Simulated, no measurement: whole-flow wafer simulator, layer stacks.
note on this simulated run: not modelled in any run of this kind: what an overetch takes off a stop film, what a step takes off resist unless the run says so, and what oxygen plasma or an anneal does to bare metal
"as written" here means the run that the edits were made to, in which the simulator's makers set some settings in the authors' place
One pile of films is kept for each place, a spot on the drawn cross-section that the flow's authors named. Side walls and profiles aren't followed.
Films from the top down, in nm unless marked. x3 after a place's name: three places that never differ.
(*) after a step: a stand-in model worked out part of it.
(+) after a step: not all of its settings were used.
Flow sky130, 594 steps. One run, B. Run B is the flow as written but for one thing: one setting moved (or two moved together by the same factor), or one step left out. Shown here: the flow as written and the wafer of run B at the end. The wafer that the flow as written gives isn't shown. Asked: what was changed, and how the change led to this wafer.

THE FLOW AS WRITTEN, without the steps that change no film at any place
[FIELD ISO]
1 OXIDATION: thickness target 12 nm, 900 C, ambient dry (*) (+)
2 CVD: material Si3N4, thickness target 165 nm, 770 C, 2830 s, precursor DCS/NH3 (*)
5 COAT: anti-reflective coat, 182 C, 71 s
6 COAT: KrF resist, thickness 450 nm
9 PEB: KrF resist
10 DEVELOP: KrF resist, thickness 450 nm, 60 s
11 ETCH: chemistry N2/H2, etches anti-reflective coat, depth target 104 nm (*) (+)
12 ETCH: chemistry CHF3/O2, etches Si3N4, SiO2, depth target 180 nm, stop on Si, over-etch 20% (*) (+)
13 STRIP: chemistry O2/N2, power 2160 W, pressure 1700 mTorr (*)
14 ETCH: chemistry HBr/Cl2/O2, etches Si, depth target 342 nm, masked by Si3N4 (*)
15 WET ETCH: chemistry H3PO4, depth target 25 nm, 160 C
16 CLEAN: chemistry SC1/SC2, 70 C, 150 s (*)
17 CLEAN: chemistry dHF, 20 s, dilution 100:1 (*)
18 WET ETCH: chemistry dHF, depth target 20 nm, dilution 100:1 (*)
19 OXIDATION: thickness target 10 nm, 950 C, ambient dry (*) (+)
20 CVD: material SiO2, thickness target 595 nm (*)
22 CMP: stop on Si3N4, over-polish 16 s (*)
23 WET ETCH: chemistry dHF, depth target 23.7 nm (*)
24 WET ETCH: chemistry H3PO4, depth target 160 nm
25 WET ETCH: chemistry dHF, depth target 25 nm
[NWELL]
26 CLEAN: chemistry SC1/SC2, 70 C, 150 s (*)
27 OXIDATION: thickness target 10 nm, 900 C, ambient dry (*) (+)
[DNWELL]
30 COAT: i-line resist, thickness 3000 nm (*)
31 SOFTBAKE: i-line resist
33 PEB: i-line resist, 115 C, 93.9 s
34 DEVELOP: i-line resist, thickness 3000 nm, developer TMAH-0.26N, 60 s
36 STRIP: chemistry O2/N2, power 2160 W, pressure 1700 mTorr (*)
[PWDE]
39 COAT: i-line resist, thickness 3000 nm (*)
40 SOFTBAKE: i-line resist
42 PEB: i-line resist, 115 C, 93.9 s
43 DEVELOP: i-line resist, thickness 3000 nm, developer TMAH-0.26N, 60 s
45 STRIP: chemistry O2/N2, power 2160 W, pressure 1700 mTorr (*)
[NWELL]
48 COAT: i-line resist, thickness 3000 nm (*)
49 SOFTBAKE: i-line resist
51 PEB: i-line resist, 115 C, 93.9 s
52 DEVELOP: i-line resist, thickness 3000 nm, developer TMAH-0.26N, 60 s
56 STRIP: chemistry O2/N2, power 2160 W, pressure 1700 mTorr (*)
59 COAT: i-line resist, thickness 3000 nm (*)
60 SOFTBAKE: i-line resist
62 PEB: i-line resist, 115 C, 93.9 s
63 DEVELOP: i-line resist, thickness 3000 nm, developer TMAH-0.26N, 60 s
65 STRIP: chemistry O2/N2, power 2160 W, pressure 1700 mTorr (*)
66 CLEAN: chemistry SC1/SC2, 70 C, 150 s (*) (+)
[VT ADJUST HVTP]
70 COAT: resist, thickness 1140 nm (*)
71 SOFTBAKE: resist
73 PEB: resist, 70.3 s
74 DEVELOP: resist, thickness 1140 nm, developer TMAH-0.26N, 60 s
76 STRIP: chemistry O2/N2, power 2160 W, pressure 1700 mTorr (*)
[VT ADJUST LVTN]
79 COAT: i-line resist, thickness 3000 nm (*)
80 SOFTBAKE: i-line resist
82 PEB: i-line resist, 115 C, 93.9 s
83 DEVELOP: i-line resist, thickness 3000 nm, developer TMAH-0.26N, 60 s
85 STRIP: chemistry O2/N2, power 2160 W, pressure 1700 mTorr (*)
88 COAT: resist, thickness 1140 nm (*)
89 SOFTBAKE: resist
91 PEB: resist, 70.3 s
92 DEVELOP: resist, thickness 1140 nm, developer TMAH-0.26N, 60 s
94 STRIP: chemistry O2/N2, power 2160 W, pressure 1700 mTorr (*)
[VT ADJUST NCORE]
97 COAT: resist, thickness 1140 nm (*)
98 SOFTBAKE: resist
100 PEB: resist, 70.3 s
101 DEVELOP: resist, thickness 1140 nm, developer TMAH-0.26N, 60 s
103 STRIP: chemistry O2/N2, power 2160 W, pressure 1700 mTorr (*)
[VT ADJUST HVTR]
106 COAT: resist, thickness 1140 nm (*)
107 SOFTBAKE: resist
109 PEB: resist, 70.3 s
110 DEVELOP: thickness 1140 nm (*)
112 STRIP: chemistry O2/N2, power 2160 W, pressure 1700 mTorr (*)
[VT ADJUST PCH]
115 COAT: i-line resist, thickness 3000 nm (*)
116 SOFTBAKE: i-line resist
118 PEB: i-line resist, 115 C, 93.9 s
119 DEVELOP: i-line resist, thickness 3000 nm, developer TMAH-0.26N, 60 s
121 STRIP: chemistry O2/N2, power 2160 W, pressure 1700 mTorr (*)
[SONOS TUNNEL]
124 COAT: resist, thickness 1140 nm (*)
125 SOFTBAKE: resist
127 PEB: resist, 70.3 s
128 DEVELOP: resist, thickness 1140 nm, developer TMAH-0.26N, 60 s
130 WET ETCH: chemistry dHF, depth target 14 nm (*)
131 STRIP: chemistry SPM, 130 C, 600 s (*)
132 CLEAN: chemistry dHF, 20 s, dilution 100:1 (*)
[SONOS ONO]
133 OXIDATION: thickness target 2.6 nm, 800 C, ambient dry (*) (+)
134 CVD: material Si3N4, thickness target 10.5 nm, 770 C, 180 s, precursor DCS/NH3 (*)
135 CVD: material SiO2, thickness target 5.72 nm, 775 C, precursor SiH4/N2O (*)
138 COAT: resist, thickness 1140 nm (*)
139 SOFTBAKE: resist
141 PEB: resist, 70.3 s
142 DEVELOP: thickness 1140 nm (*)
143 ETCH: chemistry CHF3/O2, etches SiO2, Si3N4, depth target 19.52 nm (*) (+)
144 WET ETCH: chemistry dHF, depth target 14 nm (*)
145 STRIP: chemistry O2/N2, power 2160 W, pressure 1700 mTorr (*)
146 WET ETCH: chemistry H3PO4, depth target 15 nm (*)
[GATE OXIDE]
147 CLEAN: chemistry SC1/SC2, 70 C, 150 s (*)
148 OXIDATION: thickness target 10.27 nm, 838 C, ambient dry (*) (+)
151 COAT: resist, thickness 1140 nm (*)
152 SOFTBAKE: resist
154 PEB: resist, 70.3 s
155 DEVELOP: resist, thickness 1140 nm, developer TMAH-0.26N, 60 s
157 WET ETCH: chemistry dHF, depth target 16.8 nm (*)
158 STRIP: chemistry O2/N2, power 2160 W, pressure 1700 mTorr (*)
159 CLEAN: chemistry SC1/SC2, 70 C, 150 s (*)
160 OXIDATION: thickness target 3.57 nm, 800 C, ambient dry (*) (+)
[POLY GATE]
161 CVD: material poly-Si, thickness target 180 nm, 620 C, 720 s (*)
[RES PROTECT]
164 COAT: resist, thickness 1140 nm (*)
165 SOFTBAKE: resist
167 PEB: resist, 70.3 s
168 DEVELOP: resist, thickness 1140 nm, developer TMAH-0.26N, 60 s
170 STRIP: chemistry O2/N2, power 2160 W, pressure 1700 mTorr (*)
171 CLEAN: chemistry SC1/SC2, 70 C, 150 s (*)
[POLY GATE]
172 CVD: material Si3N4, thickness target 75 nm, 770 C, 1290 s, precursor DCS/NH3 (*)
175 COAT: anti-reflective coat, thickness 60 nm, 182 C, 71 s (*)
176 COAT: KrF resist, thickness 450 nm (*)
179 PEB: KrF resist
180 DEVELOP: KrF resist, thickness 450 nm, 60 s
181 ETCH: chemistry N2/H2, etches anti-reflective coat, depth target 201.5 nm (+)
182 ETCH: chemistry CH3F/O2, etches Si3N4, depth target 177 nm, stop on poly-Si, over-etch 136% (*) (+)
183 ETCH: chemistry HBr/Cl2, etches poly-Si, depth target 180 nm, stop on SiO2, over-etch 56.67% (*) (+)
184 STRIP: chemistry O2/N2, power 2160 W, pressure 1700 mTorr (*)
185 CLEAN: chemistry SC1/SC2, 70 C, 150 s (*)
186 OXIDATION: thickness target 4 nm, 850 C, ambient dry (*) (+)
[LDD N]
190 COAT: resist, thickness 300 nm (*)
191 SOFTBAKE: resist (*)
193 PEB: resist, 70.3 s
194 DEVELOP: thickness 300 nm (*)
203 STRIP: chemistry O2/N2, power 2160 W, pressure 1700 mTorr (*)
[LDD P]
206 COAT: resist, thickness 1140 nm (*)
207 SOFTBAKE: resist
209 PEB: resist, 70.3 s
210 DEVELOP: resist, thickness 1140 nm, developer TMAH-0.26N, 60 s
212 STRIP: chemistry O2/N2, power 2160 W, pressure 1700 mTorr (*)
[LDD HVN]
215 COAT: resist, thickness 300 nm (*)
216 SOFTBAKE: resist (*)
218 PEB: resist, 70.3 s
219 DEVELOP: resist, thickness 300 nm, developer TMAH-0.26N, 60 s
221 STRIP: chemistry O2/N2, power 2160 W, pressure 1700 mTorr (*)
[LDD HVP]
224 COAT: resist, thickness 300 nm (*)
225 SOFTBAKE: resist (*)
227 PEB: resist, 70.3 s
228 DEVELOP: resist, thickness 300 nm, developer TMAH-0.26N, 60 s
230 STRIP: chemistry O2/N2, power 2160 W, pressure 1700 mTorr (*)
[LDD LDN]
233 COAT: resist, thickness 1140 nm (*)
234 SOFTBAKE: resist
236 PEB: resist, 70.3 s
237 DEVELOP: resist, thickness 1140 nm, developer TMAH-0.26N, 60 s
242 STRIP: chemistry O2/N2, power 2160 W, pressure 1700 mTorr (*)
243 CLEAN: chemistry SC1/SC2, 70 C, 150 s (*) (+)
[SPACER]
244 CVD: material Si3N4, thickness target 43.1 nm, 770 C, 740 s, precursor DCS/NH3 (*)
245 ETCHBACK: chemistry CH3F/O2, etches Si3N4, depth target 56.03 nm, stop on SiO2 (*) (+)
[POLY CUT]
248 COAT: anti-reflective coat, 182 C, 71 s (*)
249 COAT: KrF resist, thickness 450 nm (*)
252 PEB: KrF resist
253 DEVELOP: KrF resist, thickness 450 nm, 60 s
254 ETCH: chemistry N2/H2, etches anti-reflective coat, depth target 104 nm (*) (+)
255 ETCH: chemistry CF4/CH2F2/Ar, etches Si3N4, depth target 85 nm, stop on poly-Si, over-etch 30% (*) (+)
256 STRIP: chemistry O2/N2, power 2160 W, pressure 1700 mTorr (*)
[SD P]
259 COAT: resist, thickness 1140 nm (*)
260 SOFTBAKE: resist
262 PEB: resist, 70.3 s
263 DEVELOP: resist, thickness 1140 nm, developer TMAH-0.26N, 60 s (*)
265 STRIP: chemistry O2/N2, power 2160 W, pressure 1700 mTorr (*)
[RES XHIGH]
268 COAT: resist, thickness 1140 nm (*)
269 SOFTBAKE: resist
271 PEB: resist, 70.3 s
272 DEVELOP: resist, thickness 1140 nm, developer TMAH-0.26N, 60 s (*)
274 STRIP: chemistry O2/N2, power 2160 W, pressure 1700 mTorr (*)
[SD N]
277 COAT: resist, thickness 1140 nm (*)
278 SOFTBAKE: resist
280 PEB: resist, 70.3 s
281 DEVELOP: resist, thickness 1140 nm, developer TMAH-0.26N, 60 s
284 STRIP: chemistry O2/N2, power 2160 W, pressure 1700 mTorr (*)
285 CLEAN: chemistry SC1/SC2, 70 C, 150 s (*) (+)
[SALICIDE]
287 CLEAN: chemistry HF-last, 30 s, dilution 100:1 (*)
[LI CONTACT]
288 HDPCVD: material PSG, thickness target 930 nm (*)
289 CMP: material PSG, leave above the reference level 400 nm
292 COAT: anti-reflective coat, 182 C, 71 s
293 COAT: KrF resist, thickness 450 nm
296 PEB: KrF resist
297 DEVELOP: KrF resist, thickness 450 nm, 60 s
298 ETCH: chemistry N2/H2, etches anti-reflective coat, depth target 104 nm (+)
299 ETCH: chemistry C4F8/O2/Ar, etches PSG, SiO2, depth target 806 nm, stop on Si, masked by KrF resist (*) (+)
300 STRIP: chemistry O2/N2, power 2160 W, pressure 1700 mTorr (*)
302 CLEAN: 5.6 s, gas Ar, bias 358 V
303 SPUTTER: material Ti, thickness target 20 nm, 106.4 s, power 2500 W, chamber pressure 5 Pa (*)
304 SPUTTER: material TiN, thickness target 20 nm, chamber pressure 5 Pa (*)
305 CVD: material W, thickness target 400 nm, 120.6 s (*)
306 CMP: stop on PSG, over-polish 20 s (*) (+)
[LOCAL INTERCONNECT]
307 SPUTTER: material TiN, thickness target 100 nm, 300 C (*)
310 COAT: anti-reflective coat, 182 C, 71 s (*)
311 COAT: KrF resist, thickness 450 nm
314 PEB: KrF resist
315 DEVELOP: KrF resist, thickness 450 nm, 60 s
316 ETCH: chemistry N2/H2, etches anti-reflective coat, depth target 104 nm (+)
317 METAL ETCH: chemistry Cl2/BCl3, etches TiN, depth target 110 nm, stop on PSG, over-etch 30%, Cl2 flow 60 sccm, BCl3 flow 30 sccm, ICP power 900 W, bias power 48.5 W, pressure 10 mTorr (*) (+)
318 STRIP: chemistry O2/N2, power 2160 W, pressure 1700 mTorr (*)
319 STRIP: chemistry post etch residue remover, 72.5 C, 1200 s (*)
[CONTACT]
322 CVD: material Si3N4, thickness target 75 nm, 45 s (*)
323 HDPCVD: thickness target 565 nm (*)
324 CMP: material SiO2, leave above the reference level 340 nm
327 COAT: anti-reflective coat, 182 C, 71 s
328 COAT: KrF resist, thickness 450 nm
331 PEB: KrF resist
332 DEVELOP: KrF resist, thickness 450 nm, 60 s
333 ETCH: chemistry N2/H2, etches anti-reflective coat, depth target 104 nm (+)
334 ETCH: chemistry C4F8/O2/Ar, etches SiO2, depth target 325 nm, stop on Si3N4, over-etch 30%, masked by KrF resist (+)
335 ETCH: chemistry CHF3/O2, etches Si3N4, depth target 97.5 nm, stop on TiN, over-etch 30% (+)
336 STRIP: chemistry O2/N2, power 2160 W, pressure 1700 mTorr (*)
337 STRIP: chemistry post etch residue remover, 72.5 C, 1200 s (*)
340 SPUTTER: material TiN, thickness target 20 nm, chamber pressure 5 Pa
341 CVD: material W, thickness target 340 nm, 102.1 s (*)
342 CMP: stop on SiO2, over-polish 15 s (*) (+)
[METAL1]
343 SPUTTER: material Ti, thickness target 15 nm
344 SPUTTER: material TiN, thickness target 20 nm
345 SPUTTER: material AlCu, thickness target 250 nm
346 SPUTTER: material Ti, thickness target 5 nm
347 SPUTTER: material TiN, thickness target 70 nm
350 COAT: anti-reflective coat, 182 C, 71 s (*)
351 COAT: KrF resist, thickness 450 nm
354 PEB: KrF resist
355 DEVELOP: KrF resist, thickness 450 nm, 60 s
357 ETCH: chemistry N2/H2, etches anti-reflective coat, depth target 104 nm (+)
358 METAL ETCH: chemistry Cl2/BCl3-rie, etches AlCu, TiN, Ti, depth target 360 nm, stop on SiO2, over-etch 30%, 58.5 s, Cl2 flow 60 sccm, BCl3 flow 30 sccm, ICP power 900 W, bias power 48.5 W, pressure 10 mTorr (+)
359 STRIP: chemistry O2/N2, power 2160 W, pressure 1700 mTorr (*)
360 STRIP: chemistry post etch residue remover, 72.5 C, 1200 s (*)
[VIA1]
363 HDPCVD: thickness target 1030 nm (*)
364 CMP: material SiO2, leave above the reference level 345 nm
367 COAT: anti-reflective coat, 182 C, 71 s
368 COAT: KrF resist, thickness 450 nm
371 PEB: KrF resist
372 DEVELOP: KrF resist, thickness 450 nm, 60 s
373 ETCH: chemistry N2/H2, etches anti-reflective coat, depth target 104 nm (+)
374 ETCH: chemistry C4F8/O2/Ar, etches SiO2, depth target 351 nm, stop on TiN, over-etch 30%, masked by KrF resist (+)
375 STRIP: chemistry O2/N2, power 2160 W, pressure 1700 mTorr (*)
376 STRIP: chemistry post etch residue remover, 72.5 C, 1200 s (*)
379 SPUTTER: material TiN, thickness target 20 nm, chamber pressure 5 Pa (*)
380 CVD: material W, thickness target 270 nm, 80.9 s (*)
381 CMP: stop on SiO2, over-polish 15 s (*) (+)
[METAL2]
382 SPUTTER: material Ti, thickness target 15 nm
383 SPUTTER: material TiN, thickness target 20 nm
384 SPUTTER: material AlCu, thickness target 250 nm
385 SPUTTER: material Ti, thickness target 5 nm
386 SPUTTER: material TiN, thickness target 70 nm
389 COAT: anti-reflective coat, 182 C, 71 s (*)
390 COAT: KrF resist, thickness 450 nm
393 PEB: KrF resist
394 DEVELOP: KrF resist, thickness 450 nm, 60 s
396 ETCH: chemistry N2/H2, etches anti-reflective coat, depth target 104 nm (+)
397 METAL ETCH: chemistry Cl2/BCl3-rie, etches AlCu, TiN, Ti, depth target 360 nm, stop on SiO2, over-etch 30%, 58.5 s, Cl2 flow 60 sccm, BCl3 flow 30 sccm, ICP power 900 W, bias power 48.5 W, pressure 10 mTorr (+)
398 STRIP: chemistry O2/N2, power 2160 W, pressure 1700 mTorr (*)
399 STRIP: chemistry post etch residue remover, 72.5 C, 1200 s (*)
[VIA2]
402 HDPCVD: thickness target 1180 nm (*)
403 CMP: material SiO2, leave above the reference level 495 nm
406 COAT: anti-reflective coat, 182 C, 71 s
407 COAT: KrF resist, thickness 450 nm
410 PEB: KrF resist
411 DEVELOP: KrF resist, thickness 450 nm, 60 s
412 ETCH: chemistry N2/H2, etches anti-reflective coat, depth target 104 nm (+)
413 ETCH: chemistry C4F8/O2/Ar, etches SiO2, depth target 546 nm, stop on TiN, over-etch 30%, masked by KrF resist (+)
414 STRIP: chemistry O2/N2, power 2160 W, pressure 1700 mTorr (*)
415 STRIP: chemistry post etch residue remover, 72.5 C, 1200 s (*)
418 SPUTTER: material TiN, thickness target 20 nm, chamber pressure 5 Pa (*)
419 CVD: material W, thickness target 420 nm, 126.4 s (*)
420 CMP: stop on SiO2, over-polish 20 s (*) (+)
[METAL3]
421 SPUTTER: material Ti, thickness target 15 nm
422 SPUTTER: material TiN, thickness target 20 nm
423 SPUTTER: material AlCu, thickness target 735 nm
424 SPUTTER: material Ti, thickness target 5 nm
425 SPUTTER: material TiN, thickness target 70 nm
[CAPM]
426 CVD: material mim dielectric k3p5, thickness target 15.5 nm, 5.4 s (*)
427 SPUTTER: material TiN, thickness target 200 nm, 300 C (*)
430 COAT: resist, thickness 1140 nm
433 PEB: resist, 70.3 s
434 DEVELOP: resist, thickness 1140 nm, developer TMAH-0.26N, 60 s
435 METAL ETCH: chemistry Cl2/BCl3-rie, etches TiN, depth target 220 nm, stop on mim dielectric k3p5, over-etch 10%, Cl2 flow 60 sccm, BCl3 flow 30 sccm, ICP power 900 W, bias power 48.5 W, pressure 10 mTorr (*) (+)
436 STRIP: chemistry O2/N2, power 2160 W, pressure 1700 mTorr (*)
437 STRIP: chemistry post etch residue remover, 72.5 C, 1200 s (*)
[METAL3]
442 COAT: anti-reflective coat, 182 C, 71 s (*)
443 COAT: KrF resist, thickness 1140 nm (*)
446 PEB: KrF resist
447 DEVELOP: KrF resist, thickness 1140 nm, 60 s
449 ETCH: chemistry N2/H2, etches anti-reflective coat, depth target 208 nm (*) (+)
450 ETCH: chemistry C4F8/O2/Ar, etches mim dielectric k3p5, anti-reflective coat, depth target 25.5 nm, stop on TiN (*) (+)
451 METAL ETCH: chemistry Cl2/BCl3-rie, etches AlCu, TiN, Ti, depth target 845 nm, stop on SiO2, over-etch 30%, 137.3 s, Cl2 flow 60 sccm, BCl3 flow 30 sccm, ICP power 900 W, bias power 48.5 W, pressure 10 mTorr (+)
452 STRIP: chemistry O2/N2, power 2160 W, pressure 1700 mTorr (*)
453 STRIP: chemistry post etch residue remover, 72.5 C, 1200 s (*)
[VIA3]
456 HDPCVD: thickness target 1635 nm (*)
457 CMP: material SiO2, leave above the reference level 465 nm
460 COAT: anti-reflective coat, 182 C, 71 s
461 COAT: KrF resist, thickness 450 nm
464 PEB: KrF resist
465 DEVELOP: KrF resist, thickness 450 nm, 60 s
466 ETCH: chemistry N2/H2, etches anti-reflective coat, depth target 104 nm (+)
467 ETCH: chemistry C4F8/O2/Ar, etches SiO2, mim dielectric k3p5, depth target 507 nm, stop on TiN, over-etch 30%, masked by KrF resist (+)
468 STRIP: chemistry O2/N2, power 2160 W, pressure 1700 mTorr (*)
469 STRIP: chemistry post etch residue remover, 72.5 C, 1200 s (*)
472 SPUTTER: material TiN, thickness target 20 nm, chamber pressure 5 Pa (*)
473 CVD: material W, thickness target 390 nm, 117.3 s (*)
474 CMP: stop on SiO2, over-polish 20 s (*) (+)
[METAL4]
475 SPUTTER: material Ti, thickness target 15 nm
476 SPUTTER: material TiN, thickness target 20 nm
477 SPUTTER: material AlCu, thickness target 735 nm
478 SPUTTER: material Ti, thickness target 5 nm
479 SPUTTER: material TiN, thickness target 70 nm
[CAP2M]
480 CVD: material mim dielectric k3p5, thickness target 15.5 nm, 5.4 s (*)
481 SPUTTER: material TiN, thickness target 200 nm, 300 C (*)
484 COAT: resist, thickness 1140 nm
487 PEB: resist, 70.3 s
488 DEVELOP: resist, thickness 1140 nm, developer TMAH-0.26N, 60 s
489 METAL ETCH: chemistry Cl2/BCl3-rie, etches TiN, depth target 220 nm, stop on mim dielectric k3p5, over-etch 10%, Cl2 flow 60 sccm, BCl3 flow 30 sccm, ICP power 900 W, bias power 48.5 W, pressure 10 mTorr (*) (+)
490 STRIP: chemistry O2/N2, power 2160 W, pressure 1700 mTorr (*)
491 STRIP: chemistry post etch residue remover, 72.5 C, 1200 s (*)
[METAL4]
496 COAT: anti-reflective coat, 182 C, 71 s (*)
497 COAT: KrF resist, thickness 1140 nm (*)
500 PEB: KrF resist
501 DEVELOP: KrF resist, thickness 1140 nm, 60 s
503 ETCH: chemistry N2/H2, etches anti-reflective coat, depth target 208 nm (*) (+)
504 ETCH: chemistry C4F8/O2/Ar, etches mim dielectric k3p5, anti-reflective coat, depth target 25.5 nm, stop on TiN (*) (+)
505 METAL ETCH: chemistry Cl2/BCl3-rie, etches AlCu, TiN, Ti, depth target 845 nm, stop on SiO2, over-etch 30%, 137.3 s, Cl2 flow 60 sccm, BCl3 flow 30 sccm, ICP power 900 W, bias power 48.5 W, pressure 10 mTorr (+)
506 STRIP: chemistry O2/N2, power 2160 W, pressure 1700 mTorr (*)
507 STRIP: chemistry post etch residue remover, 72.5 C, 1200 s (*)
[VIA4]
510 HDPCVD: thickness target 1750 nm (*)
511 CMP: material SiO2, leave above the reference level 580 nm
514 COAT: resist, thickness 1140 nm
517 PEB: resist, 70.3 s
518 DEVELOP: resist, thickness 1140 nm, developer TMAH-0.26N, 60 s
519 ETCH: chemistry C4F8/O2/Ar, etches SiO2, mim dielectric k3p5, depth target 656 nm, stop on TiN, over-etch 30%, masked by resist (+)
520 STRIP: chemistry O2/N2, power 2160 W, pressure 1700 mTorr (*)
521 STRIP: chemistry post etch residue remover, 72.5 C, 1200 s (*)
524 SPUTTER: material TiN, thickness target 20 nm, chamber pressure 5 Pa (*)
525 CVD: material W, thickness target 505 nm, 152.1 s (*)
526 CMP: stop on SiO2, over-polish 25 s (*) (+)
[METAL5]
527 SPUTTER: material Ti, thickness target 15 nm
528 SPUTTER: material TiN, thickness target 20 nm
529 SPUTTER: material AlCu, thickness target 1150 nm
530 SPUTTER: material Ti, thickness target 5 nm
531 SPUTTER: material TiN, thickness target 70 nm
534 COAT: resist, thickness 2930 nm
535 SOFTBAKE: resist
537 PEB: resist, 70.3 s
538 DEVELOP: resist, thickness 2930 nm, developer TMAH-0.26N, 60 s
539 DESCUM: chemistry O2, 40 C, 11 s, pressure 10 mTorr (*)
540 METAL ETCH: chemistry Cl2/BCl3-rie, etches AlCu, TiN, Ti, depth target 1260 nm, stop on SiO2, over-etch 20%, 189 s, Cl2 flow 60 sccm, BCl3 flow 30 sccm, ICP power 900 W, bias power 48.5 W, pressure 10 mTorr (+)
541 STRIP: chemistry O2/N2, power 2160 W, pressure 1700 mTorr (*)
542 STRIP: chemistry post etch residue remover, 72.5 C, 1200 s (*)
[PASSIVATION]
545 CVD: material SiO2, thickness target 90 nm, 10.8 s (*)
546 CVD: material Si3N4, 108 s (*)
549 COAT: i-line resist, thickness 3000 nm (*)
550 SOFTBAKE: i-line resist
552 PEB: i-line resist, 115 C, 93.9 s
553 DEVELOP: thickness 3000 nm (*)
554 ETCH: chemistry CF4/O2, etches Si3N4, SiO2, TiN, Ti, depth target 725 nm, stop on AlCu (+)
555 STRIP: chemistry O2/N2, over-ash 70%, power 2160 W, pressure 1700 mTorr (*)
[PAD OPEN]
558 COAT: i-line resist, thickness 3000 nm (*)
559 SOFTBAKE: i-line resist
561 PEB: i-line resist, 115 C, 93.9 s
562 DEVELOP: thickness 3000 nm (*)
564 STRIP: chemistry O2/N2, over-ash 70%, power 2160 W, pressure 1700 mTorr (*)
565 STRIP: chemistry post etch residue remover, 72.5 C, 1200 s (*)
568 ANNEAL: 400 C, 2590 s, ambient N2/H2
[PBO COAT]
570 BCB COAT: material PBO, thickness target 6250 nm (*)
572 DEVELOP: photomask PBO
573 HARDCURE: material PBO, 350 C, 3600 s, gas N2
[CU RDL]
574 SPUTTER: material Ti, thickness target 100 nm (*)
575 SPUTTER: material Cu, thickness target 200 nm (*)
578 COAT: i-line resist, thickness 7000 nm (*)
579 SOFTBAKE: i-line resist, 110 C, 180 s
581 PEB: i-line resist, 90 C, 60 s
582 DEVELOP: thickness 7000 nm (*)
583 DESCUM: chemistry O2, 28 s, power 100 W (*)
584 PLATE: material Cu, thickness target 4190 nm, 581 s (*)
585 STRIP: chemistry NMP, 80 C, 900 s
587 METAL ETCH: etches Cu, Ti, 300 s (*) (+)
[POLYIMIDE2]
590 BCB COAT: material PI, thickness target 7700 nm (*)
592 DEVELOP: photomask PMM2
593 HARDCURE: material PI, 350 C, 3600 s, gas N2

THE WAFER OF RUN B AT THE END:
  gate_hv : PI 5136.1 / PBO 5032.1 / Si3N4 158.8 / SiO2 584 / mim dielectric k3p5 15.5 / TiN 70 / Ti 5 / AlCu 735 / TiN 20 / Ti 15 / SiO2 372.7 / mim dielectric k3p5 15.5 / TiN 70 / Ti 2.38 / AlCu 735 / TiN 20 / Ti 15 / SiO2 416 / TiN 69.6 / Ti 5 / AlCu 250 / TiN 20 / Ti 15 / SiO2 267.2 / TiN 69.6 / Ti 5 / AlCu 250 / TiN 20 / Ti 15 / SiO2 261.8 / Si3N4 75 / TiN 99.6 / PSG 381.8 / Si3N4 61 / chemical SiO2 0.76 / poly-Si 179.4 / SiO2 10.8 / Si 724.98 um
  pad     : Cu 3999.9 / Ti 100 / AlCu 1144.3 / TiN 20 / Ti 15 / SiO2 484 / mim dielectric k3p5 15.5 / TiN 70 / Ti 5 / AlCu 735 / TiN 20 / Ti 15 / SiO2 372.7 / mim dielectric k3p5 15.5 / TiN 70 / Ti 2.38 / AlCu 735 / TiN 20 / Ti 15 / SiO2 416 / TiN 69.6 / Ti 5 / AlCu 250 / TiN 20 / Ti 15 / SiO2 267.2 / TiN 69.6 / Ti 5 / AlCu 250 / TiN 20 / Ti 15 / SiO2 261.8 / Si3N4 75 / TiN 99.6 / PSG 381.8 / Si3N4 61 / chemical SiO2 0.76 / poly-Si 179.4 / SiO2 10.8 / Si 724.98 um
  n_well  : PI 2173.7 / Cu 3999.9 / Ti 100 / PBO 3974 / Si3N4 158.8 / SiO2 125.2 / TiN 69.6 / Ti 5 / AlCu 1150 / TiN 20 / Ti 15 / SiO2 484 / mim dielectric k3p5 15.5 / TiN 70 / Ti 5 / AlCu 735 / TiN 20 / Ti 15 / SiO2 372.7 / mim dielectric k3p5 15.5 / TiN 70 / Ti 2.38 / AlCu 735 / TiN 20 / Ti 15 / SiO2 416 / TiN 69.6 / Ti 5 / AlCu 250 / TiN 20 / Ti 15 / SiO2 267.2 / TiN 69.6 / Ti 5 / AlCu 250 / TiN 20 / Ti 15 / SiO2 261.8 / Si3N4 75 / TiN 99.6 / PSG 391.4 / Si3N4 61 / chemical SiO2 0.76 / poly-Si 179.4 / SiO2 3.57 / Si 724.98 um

The cause: step 424, SPUTTER: thickness target 2.38 nm was run, where the flow has thickness target 5 nm.
It can be read off the wafer: gate_hv has Ti 2.38, and step 424 as written asks for 5 nm.

How the change led to this, step by step:
  424 SPUTTER: material Ti, thickness target 5 nm
      field, active, n_well and 188 more: Ti +2.38 (new film) (as written it would be: Ti +5 (new film))
  451 METAL ETCH: chemistry Cl2/BCl3-rie, etches AlCu, TiN, Ti, depth target 845 nm, stop on SiO2, over-etch 30%, 137.3 s, Cl2 flow 60 sccm, BCl3 flow 30 sccm, ICP power 900 W, bias power 48.5 W, pressure 10 mTorr (+)
      field, gate, spacer and 68 more: TiN -70 (all of it), Ti -2.38 (all of it), AlCu -735 (all of it), TiN -20 (all of it), Ti -15 (all of it), SiO2 -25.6 (as written it would be: TiN -70 (all of it), Ti -5 (all of it), AlCu -735 (all of it), TiN -20 (all of it), Ti -15 (all of it), SiO2 -25.4)
      active, vpp_ln, vpp_iso2 and 11 more: TiN -70 (all of it), Ti -2.38 (all of it), AlCu -735 (all of it), TiN -20 (all of it), Ti -15 (all of it), SiO2 -25.6 (as written it would be: TiN -70 (all of it), Ti -5 (all of it), AlCu -735 (all of it), TiN -20 (all of it), Ti -15 (all of it), SiO2 -25.3)
